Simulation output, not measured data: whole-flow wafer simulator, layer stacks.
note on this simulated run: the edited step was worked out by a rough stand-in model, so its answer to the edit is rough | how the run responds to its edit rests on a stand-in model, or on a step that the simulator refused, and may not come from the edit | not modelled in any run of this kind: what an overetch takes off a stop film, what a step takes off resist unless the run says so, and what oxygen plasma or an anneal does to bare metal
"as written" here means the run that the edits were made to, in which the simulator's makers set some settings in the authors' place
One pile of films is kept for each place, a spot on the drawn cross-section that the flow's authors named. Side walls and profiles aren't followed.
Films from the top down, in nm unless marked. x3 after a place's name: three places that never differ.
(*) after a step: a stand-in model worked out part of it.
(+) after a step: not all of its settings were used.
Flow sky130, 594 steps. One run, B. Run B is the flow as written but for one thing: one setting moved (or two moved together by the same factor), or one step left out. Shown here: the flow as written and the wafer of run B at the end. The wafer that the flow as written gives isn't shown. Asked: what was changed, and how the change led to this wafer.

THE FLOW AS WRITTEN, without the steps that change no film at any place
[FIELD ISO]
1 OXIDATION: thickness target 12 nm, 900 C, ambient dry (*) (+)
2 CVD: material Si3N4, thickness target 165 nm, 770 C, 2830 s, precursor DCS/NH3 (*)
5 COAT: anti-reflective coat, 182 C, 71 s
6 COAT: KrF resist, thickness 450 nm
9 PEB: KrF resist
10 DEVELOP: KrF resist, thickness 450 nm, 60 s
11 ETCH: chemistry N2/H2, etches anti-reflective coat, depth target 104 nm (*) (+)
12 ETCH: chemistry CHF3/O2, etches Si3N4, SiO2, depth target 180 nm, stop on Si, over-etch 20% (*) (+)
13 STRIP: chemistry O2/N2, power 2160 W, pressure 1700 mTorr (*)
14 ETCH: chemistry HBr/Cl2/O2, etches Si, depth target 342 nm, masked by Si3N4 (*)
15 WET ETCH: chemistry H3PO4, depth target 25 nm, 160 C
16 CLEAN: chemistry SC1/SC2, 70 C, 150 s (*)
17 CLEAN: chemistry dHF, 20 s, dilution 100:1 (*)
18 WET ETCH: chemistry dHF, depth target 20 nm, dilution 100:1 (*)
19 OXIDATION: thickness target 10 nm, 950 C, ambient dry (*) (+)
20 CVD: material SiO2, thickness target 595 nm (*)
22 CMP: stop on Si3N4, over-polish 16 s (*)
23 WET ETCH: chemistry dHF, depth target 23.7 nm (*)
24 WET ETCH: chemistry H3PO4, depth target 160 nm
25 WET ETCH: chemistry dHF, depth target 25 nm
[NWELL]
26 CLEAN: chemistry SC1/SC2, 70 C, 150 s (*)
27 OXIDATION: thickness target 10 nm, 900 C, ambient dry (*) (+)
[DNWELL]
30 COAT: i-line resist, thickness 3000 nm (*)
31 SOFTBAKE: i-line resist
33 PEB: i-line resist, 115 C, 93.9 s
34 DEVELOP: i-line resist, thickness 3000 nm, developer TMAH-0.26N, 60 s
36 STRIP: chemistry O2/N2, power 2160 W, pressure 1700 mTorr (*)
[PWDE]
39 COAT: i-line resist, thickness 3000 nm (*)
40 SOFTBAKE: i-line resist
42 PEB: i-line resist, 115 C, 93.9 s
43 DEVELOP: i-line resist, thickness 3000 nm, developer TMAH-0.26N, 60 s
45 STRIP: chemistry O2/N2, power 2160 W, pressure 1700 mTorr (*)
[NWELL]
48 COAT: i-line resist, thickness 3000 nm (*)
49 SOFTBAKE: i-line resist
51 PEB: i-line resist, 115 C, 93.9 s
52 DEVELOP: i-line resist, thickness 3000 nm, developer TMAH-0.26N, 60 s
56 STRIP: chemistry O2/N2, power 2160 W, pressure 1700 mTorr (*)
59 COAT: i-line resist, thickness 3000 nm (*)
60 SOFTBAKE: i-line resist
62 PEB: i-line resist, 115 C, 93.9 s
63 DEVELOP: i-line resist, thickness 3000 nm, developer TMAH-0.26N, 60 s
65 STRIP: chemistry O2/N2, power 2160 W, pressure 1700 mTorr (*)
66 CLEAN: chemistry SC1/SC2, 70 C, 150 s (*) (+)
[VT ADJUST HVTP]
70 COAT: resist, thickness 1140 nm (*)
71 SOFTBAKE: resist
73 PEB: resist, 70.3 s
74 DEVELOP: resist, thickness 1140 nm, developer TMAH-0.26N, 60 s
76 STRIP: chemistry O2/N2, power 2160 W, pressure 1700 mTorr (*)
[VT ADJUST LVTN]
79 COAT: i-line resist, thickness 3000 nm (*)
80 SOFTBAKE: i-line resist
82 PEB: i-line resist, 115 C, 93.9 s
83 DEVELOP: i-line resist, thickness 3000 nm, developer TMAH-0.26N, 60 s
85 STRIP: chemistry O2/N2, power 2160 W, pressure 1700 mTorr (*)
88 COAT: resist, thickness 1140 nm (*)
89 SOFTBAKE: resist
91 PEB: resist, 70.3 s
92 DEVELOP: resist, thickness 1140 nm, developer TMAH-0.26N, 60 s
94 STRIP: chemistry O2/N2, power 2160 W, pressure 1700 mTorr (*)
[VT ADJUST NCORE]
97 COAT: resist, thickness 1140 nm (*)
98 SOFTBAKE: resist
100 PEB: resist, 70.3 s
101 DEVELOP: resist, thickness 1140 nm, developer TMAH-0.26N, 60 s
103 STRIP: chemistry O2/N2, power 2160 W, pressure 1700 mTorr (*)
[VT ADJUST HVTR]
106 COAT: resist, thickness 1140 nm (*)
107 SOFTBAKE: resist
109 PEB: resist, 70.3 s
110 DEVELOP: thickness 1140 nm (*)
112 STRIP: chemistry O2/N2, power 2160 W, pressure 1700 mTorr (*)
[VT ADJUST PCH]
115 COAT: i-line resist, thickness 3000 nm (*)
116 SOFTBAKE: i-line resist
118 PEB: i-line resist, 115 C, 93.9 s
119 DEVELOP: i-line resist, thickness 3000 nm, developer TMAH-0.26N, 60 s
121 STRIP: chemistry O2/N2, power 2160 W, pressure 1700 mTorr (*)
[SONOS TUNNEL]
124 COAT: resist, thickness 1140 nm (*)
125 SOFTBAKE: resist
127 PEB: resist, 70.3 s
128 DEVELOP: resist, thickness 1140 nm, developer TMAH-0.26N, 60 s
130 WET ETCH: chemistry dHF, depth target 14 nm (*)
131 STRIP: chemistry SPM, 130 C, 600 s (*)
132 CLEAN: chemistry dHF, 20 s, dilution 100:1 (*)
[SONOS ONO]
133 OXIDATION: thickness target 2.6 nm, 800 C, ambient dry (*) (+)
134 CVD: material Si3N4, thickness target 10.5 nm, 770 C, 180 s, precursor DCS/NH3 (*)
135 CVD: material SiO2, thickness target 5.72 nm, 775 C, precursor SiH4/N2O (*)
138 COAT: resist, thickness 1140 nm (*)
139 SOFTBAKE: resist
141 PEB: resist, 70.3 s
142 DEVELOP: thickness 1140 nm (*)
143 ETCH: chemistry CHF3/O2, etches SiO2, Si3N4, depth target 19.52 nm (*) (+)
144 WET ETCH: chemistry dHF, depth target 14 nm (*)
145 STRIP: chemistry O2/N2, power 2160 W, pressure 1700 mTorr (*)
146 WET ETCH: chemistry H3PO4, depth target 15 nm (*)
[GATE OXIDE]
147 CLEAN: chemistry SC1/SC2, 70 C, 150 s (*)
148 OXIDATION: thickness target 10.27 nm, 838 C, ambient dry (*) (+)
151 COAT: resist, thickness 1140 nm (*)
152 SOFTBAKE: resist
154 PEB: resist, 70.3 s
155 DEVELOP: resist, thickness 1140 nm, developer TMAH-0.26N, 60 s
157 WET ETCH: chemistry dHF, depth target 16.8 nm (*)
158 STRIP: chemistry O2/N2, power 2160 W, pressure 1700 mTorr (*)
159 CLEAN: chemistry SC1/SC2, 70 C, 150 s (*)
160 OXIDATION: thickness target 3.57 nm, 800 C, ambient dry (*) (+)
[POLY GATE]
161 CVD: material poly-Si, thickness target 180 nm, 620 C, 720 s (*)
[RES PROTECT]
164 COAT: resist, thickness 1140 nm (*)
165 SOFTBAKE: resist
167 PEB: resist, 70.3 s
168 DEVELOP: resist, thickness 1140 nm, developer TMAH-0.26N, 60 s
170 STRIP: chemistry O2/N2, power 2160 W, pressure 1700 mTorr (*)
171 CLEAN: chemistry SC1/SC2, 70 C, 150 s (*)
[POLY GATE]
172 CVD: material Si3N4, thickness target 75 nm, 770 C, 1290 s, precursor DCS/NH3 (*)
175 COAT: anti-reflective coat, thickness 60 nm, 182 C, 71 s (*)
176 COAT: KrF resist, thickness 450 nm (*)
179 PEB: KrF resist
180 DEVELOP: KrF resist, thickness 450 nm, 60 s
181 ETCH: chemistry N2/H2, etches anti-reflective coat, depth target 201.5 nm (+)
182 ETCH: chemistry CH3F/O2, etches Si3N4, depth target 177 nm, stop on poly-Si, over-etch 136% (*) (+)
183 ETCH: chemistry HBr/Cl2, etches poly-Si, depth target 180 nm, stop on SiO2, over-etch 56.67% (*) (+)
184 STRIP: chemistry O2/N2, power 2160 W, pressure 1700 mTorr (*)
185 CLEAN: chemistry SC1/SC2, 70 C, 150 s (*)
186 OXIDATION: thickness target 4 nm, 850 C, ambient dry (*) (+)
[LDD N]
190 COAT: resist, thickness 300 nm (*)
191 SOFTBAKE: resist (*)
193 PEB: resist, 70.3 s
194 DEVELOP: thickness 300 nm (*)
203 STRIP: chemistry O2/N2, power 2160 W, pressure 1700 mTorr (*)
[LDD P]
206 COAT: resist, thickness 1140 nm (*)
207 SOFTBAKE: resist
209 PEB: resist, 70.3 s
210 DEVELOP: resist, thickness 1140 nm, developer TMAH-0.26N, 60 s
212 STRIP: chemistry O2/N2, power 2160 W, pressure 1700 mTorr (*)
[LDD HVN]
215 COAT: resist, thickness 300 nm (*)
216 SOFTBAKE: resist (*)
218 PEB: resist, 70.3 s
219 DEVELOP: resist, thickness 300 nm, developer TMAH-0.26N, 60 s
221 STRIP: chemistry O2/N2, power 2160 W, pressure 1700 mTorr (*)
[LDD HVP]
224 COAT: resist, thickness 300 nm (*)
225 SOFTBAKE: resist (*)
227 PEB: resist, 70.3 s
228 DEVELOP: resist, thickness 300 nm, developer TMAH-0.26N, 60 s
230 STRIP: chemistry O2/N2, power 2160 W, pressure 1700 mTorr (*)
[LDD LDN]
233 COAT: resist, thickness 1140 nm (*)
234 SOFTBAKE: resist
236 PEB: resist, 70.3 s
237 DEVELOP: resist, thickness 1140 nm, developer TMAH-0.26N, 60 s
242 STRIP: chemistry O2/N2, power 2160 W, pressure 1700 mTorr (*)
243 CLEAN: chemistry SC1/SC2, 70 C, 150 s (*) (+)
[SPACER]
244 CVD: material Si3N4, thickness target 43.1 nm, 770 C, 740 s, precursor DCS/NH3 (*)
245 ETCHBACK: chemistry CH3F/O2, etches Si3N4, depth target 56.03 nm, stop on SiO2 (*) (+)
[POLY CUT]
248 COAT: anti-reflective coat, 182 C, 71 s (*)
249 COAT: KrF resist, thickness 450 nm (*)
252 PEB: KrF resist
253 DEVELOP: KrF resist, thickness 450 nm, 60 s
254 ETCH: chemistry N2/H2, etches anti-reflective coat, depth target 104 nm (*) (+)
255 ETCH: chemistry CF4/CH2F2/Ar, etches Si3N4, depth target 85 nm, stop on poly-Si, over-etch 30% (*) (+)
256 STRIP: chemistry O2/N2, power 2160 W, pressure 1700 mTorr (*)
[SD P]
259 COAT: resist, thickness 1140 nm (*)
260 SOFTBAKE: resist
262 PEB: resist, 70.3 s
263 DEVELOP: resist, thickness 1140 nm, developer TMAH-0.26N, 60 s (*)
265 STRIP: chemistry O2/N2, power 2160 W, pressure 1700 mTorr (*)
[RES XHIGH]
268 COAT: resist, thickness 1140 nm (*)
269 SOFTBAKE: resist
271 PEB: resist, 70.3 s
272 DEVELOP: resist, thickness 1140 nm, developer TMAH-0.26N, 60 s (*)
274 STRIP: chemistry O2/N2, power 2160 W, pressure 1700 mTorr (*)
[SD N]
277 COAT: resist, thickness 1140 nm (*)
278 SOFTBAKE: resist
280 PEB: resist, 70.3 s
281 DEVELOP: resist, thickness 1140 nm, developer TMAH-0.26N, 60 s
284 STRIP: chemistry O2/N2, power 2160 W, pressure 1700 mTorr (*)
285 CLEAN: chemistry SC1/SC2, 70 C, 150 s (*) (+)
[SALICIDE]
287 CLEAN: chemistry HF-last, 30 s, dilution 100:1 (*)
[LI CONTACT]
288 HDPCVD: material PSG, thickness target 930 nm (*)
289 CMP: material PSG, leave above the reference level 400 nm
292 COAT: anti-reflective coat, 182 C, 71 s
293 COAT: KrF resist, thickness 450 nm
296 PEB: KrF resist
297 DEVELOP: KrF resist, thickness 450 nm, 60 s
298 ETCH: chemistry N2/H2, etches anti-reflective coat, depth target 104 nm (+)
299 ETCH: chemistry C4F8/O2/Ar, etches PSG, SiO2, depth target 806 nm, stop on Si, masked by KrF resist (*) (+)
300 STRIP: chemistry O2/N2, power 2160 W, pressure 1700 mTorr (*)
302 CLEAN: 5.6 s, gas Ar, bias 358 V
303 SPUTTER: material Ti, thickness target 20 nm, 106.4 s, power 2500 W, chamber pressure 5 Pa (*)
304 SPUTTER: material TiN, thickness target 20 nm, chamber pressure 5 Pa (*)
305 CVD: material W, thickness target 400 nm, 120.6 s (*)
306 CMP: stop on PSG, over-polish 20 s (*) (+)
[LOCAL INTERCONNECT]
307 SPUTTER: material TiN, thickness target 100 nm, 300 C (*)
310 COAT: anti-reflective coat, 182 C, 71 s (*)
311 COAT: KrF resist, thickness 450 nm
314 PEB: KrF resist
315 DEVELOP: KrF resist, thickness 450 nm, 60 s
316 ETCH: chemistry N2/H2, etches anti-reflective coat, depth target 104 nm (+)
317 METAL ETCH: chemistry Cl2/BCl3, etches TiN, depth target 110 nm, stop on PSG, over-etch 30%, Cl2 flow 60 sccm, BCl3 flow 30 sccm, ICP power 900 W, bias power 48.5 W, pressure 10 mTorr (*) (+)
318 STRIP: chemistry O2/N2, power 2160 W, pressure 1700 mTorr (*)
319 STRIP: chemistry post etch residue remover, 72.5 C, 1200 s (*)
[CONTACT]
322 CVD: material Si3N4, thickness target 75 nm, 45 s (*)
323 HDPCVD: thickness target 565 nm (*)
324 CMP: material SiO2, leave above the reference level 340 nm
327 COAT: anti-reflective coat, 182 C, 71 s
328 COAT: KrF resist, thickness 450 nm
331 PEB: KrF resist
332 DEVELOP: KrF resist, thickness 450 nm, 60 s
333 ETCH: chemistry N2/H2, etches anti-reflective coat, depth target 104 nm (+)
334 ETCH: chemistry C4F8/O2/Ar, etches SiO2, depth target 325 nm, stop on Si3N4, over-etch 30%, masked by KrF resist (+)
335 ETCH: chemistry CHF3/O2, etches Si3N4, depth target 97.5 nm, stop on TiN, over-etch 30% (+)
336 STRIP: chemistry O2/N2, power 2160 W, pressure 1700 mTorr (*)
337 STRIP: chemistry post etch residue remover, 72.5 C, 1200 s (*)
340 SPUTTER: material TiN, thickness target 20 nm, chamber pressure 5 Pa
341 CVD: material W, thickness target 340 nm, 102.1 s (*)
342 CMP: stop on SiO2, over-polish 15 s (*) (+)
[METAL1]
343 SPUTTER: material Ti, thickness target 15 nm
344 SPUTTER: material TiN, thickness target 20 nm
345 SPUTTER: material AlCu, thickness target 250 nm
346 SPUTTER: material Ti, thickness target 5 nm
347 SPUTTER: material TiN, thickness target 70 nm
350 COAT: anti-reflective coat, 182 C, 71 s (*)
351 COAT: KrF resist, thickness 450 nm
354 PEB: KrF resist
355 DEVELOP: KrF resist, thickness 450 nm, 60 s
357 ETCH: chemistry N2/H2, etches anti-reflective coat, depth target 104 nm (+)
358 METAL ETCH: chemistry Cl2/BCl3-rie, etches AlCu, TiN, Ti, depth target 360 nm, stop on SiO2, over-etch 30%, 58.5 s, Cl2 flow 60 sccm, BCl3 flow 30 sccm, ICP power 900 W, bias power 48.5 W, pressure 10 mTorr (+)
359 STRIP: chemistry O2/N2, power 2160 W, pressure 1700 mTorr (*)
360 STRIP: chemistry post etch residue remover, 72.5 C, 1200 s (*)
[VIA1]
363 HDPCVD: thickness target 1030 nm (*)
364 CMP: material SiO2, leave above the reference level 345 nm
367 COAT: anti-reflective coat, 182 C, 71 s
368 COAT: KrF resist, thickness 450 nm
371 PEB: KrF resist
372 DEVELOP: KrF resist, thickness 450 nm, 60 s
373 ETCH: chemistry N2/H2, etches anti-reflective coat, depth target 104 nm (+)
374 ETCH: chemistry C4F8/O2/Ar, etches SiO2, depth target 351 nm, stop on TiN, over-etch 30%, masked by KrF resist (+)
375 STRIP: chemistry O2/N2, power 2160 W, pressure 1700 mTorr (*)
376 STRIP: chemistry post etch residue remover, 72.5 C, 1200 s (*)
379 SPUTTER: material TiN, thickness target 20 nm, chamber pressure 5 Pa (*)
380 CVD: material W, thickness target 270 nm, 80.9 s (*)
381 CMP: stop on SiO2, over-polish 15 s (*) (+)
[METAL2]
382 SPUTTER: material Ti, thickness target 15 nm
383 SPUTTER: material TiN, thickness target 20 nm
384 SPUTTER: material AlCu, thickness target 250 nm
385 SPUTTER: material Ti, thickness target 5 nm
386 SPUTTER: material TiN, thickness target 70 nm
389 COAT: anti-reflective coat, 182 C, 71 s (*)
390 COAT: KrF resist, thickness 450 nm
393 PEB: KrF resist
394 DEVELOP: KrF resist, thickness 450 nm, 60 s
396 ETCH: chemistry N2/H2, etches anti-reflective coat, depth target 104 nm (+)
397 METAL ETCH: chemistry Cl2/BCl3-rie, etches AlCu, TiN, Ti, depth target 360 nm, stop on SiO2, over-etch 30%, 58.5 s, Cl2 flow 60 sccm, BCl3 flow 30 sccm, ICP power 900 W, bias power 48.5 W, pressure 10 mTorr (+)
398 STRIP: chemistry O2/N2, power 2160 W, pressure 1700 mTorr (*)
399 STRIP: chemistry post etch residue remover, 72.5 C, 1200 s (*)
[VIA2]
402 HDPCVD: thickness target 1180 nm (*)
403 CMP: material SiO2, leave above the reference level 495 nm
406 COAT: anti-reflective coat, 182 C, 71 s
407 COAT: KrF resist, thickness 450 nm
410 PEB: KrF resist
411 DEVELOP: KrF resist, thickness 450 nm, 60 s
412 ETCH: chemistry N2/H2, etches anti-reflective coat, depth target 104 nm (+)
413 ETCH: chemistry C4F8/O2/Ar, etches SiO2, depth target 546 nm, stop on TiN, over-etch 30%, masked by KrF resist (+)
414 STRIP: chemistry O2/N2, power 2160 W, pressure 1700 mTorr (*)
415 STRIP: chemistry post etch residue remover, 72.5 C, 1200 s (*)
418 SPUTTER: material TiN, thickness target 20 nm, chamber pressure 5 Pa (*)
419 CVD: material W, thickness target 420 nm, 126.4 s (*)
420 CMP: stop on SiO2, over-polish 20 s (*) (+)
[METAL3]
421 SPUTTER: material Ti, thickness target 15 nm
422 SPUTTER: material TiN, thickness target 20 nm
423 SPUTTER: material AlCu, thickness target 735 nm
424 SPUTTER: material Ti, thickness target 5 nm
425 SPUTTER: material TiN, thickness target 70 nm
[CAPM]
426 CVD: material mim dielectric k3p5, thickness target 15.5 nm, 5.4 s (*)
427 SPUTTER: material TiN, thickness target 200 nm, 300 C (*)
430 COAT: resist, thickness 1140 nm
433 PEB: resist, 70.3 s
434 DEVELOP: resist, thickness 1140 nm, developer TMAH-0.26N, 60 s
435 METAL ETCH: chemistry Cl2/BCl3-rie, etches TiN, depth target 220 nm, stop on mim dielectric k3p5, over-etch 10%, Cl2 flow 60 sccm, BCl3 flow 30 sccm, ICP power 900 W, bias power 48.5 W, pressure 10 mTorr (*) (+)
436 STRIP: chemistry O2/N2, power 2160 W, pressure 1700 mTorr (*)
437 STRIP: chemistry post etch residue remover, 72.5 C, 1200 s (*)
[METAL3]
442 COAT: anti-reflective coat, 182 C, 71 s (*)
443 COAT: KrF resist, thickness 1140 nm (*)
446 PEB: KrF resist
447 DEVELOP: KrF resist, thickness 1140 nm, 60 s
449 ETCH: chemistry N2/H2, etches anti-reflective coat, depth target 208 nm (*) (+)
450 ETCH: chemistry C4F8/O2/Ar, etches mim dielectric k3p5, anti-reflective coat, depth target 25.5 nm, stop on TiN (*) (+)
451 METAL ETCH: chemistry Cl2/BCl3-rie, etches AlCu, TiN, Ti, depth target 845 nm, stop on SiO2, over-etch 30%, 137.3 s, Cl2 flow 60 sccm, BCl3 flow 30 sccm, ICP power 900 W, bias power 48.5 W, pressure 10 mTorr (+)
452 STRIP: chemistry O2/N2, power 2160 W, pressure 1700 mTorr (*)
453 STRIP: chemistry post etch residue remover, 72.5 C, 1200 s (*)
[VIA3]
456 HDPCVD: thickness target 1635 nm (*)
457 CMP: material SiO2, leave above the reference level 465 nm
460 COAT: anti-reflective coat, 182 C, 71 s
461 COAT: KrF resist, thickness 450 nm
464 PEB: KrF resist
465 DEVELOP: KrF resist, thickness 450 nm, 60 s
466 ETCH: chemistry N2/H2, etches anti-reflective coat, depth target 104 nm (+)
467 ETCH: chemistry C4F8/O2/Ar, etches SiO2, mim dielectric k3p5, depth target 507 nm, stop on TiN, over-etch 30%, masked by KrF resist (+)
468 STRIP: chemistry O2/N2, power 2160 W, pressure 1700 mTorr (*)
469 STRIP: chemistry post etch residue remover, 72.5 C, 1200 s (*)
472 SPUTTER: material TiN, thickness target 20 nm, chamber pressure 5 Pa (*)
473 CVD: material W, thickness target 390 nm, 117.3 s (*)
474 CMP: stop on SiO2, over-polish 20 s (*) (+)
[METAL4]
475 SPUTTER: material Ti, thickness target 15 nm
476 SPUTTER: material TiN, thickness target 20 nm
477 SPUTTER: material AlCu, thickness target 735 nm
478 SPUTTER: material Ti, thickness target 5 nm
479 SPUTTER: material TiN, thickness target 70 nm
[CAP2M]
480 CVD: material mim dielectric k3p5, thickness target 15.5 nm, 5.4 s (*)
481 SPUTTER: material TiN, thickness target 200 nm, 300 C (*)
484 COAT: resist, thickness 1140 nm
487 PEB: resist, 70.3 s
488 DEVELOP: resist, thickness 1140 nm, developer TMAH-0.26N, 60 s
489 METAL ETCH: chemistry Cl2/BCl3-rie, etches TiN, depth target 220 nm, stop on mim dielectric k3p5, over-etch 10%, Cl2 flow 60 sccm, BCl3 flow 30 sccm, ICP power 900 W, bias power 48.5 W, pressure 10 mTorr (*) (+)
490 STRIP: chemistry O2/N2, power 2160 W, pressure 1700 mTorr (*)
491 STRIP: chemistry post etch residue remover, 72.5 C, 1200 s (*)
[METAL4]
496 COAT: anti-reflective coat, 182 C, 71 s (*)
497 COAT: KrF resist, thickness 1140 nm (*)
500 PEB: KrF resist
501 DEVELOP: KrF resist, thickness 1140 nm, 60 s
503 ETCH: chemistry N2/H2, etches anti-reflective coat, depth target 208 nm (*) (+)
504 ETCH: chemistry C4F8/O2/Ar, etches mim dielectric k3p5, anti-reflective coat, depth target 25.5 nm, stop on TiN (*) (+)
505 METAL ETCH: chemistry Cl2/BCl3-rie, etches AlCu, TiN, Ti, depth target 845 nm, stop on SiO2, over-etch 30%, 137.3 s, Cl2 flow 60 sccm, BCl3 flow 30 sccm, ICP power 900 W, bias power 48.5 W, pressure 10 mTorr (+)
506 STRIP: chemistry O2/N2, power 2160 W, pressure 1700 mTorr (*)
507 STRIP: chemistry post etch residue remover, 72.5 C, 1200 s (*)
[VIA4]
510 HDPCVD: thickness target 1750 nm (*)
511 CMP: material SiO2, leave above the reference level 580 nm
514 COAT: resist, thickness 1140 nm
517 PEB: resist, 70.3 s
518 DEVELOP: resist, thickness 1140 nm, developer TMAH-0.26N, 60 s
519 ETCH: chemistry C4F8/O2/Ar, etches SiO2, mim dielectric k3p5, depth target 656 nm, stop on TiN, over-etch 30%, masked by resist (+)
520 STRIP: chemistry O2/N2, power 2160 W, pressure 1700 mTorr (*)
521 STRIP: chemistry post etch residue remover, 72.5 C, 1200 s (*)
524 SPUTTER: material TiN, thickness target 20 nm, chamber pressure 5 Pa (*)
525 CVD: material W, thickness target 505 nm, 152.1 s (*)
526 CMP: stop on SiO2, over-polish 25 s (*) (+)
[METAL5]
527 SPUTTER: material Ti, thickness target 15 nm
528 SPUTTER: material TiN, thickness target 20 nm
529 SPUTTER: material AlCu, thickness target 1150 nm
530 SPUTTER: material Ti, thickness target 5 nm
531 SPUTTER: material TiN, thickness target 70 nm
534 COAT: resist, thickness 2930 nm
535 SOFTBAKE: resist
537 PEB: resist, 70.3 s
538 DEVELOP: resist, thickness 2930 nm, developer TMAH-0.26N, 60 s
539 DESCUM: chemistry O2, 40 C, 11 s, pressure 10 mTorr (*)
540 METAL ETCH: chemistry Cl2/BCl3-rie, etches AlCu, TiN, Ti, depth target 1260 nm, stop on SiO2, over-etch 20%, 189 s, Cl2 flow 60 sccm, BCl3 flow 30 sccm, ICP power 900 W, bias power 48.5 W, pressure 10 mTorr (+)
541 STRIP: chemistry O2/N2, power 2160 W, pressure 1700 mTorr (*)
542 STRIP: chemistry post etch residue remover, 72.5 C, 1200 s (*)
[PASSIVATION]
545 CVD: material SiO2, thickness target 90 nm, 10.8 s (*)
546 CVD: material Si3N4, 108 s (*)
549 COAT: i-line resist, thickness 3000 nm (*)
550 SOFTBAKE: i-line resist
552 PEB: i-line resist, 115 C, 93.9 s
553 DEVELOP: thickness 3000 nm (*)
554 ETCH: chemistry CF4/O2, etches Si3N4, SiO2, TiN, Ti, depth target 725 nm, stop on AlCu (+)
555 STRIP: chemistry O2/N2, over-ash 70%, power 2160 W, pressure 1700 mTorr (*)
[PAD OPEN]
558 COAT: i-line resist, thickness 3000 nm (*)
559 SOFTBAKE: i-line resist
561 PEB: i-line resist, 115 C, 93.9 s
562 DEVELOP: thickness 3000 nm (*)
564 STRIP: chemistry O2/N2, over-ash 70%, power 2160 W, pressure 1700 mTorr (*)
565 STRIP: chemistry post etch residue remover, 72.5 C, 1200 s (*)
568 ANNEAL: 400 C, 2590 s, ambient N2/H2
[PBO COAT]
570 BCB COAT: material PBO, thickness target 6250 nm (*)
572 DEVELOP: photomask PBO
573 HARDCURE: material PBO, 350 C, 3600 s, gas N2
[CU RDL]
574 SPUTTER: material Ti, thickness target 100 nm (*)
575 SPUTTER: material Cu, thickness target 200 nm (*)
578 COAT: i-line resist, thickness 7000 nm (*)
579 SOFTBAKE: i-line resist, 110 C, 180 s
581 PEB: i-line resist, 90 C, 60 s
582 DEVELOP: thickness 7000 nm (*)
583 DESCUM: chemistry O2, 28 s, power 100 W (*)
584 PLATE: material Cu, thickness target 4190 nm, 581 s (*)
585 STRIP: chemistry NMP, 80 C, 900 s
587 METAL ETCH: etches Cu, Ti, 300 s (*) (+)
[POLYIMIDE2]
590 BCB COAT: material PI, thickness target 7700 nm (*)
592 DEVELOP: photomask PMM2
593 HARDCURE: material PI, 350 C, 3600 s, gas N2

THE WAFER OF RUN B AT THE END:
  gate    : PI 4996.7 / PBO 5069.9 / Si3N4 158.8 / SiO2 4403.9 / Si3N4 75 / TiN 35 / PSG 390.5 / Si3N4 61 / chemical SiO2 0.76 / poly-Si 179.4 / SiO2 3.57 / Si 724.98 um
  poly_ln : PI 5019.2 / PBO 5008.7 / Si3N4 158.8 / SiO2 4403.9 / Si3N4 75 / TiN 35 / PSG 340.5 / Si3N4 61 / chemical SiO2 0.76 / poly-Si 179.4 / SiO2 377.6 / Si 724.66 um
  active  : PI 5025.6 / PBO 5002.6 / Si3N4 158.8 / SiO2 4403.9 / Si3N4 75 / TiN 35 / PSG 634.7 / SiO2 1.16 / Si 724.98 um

The cause: step 317, METAL ETCH: depth target 63.2 nm was run, where the flow has depth target 110 nm.

How the change led to this, step by step:
  317 METAL ETCH: chemistry Cl2/BCl3, etches TiN, depth target 110 nm, stop on PSG, over-etch 30%, Cl2 flow 60 sccm, BCl3 flow 30 sccm, ICP power 900 W, bias power 48.5 W, pressure 10 mTorr (*) (+)
      field, active, gate and 88 more: TiN -63.2 (as written it would be: TiN -98.7 (all of it))
      n_well, p_well, gate_hv and 97 more: KrF resist -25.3 (as written it would be: KrF resist -44)
  318 STRIP: chemistry O2/N2, power 2160 W, pressure 1700 mTorr (*)
      n_well, p_well, gate_hv and 88 more: KrF resist -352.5 (all of it), anti-reflective coat -80 (all of it) (as written it would be: KrF resist -333.8 (all of it), anti-reflective coat -80 (all of it))
      drift_dnw, nw_fld, nw_fld__w1, ndiff_licon_rim, pnp_par_nw: KrF resist -352.6 (all of it), anti-reflective coat -80 (all of it) (as written it would be: KrF resist -333.8 (all of it), anti-reflective coat -80 (all of it))
      (and at 4 more places)
  324 CMP: material SiO2, leave above the reference level 340 nm
      field, active, gate and 88 more: SiO2 -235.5 (as written it would be: SiO2 -200.4)
Counting metal films that touch as one body, gate has 1 body; the flow as written gives 0 bodies.
Counting metal films that touch as one body, poly_ln has 1 body; the flow as written gives 0 bodies.
Counting metal films that touch as one body, active has 1 body; the flow as written gives 0 bodies.
